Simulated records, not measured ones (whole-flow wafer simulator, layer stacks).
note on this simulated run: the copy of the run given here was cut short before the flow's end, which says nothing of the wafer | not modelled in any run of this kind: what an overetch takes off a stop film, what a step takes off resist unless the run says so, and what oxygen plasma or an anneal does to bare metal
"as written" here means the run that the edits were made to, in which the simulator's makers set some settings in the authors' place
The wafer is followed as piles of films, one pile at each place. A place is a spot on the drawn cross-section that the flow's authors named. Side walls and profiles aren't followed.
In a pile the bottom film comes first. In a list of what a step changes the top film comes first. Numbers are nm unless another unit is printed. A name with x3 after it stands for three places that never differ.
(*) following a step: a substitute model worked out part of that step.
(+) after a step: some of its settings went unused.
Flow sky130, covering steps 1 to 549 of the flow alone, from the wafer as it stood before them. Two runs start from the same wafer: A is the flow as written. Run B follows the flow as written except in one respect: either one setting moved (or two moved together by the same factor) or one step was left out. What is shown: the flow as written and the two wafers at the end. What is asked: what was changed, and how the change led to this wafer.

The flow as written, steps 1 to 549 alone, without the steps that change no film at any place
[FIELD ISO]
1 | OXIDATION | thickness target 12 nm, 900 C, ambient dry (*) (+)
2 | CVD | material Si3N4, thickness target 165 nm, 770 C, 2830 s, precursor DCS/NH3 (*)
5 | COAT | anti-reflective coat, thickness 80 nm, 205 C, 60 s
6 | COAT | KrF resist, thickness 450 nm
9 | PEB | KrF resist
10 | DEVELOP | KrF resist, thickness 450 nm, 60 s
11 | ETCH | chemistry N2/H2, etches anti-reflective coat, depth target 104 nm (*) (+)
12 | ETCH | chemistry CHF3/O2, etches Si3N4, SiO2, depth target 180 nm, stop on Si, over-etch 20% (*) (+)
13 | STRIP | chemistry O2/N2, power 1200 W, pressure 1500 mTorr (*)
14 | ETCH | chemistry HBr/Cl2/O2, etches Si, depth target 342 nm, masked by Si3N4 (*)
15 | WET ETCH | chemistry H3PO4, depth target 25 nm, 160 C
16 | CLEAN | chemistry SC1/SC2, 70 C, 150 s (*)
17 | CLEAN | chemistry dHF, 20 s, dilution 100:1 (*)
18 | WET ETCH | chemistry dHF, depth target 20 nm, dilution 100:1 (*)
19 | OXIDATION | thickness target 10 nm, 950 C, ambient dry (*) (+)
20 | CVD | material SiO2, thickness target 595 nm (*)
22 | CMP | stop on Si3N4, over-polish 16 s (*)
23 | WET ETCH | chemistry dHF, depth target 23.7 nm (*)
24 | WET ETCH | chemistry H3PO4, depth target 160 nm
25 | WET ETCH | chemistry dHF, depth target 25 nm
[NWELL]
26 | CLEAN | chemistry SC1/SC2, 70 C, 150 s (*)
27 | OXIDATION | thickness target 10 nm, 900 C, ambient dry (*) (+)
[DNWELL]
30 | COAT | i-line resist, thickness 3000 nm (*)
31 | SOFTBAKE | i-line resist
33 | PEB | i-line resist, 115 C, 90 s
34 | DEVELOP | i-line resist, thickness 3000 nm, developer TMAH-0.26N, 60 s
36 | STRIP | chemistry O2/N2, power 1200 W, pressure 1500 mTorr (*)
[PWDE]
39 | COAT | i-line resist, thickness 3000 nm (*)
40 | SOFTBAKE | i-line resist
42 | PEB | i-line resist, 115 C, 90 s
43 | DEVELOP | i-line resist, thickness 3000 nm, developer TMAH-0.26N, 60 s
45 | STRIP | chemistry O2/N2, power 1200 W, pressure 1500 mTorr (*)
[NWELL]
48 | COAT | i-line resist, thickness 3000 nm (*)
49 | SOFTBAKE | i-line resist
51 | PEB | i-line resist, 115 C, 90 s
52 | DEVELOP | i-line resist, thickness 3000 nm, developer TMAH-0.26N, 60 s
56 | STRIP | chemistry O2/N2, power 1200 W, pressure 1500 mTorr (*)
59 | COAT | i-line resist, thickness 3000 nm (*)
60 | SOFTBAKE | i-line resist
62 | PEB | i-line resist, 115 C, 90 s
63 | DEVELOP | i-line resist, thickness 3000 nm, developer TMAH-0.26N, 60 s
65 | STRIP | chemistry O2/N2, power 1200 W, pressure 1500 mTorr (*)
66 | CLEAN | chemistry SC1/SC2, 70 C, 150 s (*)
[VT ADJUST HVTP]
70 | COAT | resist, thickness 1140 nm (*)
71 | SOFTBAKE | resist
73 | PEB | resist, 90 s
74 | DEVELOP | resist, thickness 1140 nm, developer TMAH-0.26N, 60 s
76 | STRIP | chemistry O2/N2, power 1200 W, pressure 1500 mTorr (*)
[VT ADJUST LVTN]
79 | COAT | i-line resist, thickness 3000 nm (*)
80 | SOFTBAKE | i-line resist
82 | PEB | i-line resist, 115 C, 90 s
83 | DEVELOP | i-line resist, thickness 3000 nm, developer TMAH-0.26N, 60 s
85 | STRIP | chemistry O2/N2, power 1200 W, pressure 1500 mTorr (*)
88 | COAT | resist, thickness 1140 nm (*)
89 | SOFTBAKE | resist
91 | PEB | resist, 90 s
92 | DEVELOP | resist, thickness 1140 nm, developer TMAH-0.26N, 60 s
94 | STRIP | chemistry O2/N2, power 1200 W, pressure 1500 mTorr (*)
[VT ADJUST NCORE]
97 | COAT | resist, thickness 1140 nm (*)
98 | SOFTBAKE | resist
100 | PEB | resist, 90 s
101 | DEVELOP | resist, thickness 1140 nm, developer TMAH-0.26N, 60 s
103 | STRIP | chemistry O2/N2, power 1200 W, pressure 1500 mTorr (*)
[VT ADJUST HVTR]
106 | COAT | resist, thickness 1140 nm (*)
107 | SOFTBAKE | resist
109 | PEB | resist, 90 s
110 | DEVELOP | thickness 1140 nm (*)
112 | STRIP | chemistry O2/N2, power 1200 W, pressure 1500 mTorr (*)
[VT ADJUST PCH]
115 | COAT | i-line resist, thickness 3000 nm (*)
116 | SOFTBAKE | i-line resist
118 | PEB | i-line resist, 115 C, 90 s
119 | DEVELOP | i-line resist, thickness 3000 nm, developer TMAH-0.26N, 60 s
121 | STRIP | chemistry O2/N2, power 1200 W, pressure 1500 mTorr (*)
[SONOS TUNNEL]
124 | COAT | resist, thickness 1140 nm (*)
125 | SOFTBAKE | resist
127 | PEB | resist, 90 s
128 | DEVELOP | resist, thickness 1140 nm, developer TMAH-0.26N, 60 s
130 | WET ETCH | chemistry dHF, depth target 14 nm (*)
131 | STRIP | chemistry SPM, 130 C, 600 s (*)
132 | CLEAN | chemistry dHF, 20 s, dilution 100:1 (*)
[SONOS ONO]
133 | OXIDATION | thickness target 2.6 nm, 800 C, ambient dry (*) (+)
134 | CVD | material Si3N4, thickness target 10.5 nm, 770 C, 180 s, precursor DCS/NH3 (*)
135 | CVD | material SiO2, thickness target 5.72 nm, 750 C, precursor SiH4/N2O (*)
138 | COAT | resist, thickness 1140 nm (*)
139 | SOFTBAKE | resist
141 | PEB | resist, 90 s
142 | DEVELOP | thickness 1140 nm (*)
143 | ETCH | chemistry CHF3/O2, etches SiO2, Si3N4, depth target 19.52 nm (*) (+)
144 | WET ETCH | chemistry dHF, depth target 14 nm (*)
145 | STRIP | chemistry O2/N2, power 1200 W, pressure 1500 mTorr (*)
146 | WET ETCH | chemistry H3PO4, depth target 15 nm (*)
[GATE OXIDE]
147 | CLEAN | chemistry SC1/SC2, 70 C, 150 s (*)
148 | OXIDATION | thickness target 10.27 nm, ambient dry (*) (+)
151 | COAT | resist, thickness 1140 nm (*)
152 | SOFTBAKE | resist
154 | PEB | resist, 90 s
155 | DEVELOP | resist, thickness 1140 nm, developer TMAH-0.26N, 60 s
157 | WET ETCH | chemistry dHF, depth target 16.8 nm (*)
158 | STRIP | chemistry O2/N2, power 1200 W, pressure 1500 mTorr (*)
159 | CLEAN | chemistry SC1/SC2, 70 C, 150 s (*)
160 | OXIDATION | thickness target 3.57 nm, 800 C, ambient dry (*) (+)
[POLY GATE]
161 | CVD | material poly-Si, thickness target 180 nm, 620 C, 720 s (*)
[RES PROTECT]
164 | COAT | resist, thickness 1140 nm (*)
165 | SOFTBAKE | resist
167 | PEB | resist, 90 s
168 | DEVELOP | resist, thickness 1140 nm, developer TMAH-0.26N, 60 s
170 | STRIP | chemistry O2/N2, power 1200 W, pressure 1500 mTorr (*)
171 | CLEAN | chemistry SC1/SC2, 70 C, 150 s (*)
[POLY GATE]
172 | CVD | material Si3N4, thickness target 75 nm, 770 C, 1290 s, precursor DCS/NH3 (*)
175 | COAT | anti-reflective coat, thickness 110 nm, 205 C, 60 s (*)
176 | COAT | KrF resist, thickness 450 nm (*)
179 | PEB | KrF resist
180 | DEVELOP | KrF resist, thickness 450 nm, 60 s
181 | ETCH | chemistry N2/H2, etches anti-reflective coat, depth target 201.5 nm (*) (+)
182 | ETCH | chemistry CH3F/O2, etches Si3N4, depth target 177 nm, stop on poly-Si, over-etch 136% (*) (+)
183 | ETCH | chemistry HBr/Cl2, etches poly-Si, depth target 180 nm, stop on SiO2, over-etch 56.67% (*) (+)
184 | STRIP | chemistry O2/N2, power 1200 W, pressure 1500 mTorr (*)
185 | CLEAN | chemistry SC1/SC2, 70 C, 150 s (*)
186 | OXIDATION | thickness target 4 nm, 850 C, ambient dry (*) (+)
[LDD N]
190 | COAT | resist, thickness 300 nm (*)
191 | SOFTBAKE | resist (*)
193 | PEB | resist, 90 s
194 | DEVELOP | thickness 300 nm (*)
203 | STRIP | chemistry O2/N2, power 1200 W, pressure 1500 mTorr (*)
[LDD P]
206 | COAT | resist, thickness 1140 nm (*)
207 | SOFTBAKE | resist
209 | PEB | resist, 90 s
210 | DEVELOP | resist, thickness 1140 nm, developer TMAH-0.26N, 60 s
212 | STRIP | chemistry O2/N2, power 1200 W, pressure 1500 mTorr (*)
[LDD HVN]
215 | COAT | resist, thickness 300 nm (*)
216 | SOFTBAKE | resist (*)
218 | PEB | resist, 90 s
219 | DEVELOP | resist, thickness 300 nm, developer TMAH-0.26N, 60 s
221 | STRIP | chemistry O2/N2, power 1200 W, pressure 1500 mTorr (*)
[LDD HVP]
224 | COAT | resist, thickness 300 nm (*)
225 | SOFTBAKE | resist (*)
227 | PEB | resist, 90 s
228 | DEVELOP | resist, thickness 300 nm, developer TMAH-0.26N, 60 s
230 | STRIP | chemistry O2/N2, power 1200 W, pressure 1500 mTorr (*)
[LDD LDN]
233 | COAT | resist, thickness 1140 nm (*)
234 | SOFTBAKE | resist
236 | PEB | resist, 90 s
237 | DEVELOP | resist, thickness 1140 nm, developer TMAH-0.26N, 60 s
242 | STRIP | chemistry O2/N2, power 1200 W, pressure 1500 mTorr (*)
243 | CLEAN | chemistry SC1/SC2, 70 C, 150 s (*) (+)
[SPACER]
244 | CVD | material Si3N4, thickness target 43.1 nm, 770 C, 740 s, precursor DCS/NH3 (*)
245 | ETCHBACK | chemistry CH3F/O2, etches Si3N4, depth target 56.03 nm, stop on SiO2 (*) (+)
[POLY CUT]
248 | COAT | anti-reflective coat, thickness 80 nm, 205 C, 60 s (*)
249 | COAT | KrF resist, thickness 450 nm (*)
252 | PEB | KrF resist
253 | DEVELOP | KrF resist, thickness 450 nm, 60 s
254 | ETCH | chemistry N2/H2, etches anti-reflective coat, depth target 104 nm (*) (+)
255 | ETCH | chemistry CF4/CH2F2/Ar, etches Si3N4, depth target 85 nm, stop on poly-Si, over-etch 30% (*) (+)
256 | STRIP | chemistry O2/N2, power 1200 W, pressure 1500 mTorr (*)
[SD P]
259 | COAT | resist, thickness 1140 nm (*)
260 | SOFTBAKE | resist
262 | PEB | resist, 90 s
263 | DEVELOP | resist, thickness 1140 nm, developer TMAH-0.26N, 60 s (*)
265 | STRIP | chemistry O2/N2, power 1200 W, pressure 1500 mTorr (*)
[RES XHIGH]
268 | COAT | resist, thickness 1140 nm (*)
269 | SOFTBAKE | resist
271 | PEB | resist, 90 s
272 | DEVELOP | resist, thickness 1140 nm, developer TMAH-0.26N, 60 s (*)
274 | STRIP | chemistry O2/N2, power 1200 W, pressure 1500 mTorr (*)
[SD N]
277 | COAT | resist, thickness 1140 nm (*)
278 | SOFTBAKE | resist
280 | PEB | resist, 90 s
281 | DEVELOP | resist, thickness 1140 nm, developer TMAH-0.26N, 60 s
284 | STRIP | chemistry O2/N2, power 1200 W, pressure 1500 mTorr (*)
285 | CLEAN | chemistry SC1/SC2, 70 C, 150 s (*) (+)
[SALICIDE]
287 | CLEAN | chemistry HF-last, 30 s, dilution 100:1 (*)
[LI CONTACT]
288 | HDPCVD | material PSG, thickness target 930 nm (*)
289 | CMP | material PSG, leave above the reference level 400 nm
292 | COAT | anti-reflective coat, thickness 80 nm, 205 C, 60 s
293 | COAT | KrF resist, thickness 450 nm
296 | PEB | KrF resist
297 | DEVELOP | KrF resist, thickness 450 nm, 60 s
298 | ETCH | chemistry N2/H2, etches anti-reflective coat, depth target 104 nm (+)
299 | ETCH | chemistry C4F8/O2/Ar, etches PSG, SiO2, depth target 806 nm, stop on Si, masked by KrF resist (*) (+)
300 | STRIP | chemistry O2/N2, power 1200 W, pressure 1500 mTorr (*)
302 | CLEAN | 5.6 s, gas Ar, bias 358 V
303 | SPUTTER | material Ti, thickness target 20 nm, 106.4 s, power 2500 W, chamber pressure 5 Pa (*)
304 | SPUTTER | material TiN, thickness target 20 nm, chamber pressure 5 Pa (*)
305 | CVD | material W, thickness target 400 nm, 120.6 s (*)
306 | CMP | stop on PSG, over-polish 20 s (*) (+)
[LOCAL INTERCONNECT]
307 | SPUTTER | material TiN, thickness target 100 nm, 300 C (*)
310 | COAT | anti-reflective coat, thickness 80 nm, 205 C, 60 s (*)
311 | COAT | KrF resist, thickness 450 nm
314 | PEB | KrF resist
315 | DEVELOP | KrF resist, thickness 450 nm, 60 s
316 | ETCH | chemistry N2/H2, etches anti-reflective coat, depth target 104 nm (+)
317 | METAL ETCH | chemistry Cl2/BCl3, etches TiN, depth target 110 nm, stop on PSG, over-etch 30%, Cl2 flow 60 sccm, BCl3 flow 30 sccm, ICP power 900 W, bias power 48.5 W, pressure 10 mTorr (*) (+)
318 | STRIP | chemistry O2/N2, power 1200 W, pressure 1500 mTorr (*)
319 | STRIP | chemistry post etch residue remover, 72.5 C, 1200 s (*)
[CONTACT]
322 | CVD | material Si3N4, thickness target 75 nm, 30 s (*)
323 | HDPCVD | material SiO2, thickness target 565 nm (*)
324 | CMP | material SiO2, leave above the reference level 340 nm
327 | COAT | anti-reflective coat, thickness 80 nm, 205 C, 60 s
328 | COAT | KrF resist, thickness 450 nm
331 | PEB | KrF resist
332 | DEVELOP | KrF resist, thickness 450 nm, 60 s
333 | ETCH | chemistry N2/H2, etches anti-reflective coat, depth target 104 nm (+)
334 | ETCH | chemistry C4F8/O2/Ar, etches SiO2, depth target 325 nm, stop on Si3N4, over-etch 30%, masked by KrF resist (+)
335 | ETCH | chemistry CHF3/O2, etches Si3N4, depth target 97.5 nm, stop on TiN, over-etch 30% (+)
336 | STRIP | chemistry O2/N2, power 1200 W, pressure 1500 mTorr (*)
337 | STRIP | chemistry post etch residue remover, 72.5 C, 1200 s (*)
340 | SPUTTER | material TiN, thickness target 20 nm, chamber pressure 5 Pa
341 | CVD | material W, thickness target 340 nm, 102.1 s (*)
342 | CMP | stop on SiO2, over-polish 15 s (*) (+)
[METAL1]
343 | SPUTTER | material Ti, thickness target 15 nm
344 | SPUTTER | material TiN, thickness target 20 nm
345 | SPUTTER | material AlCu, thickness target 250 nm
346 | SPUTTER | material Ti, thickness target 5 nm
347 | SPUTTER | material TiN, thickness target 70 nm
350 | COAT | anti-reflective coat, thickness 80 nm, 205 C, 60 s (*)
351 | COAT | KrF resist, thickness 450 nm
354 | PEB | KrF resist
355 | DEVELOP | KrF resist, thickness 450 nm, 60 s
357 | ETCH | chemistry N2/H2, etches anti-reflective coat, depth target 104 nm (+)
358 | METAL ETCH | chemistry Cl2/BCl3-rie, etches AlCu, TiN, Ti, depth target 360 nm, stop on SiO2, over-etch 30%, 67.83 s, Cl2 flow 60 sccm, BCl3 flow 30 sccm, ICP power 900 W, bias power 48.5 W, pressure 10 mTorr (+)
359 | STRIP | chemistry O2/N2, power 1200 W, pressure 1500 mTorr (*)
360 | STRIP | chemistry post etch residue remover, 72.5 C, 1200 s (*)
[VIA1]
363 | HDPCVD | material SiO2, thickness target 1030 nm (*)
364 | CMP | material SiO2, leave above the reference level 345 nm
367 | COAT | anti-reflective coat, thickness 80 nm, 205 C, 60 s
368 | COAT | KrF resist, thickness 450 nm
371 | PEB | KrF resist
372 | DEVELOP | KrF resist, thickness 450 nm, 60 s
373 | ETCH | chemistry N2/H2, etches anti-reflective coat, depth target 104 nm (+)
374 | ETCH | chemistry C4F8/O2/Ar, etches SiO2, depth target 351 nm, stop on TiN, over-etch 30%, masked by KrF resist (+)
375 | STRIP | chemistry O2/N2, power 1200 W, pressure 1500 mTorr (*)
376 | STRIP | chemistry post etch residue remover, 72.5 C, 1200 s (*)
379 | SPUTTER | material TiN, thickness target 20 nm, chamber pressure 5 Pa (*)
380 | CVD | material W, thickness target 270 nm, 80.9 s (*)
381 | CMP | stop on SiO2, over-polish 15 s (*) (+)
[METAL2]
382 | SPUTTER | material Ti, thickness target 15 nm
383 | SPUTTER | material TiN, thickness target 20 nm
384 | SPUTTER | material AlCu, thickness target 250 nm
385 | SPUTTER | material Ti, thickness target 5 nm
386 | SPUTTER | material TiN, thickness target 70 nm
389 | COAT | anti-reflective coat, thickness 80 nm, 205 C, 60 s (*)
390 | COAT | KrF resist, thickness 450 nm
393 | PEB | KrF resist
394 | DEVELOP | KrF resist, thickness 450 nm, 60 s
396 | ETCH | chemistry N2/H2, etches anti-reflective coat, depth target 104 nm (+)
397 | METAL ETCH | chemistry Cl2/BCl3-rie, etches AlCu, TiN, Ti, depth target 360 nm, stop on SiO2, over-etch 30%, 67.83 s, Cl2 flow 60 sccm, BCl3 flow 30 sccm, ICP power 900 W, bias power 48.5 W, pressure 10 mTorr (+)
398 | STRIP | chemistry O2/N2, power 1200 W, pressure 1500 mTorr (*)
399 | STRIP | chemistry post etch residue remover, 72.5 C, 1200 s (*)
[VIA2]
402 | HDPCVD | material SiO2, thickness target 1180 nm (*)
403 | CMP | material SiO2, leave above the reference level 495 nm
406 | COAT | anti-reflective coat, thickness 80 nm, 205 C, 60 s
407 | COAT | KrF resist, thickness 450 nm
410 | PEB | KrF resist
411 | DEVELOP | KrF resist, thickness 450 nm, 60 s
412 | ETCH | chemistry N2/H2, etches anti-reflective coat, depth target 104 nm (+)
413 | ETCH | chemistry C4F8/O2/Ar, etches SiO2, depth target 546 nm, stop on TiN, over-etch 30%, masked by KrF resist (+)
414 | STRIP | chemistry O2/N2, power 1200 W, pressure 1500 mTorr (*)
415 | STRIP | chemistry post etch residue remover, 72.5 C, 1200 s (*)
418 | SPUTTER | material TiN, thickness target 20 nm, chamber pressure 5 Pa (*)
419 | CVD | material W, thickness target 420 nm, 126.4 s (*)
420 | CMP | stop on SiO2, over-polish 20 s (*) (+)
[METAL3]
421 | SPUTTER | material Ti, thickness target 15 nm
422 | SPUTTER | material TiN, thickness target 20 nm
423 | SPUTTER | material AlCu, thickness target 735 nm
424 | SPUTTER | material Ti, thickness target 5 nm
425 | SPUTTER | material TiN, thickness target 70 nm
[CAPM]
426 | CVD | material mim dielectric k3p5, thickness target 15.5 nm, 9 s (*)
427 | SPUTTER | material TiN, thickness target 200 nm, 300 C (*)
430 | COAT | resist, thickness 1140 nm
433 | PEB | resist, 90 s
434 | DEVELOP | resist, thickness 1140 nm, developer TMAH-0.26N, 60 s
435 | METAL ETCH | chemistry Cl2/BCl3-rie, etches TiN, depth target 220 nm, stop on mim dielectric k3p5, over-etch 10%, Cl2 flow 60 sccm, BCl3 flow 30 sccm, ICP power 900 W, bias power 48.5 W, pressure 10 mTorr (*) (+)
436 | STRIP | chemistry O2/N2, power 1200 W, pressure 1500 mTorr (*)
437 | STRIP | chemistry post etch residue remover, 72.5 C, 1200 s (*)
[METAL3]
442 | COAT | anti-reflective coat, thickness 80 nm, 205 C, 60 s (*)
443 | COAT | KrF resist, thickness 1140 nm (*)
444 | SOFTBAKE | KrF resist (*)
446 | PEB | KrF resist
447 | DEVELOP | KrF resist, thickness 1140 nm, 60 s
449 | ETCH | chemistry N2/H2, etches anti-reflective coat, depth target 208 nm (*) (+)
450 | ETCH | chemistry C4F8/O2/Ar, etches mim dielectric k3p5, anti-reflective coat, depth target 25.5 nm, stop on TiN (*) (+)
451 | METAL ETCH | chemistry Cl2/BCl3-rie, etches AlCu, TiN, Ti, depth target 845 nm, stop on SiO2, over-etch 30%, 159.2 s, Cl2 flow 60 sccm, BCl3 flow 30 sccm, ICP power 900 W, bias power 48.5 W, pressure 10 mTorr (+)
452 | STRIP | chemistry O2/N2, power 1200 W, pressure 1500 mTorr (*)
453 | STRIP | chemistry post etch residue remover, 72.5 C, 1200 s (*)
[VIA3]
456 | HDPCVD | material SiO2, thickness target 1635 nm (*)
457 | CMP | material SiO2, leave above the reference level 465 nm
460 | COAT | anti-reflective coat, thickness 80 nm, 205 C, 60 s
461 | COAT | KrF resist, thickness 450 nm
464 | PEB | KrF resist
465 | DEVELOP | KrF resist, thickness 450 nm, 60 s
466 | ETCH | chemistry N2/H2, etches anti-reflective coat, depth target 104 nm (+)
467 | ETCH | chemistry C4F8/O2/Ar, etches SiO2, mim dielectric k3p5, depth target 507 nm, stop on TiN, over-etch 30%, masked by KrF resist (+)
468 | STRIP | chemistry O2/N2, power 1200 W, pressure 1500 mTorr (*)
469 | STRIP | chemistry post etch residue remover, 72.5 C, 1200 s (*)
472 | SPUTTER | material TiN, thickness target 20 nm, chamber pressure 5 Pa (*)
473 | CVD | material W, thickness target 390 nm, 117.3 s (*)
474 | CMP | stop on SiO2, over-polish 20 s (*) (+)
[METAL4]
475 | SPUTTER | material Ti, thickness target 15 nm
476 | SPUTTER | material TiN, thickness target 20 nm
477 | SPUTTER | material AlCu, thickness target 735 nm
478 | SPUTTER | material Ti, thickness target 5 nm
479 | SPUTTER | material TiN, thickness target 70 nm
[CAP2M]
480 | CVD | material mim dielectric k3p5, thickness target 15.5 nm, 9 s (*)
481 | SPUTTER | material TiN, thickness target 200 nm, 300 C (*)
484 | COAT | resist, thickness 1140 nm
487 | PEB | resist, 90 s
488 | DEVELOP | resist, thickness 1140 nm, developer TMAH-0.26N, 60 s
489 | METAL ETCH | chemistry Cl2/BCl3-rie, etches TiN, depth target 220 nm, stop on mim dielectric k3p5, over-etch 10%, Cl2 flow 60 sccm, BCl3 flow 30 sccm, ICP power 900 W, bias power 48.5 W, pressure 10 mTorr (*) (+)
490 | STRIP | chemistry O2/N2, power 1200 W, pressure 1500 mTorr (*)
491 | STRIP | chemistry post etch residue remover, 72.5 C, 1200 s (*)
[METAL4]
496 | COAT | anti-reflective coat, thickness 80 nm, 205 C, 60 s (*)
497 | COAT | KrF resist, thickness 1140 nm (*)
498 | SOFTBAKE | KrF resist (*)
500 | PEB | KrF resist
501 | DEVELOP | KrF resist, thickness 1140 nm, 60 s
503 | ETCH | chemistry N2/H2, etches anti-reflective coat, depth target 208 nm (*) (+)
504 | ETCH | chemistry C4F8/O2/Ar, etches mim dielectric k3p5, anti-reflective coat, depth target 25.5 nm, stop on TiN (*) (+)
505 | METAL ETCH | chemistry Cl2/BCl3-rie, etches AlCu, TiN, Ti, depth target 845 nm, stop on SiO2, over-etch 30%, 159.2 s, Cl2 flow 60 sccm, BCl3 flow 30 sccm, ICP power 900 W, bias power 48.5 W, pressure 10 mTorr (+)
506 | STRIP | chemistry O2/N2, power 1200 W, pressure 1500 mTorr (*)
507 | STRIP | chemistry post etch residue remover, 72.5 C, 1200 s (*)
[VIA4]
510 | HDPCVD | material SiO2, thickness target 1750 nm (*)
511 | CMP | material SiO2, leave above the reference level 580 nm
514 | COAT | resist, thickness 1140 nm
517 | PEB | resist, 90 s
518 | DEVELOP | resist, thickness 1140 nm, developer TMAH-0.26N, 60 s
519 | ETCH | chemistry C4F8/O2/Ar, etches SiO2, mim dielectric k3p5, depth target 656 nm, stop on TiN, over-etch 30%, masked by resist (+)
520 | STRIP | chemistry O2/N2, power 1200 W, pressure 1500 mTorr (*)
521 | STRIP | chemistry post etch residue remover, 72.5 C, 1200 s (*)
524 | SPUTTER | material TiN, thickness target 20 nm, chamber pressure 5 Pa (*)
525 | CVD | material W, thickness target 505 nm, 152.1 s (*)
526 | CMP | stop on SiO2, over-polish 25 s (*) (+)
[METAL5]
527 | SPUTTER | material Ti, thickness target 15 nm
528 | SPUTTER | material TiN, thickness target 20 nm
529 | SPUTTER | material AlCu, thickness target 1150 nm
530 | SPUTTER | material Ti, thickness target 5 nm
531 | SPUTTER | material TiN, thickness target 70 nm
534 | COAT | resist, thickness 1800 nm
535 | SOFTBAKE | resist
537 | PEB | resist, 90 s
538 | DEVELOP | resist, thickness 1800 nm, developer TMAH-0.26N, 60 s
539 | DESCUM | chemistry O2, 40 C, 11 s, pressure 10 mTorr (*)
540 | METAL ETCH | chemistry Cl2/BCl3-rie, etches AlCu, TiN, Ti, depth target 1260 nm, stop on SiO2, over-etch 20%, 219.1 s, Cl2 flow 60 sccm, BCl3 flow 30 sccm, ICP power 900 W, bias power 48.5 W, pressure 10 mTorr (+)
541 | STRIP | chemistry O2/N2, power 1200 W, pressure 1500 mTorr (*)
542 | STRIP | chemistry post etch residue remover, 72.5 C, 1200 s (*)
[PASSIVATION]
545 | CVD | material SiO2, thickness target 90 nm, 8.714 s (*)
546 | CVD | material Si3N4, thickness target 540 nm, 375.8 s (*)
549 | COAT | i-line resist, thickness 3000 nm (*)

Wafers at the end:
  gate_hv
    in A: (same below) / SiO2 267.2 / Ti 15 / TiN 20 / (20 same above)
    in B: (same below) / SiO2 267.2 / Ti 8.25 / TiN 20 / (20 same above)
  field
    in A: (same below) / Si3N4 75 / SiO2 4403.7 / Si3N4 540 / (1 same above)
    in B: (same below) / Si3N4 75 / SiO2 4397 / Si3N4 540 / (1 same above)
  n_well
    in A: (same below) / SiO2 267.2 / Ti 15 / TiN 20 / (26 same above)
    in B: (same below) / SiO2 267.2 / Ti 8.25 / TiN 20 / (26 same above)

What caused this: step 382, SPUTTER: thickness target 8.25 nm was run, while the flow as written has thickness target 15 nm.
The wafer itself shows it: gate_hv has Ti 8.25, and step 382 as written asks for 15 nm.

Step by step, how the change led to this:
  382 | SPUTTER | material Ti, thickness target 15 nm
      field, active, n_well and 188 more: A Ti gains 15 (new film) | B Ti gains 8.25 (new film)
  397 | METAL ETCH | chemistry Cl2/BCl3-rie, etches AlCu, TiN, Ti, depth target 360 nm, stop on SiO2, over-etch 30%, 67.83 s, Cl2 flow 60 sccm, BCl3 flow 30 sccm, ICP power 900 W, bias power 48.5 W, pressure 10 mTorr (+)
      field, active, gate and 82 more: A TiN loses 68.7 (all of it), Ti loses 5 (all of it), AlCu loses 250 (all of it), TiN loses 20 (all of it), Ti loses 15 (all of it), SiO2 loses 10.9 | B TiN loses 68.7 (all of it), Ti loses 5 (all of it), AlCu loses 250 (all of it), TiN loses 20 (all of it), Ti loses 8.25 (all of it), SiO2 loses 11.6
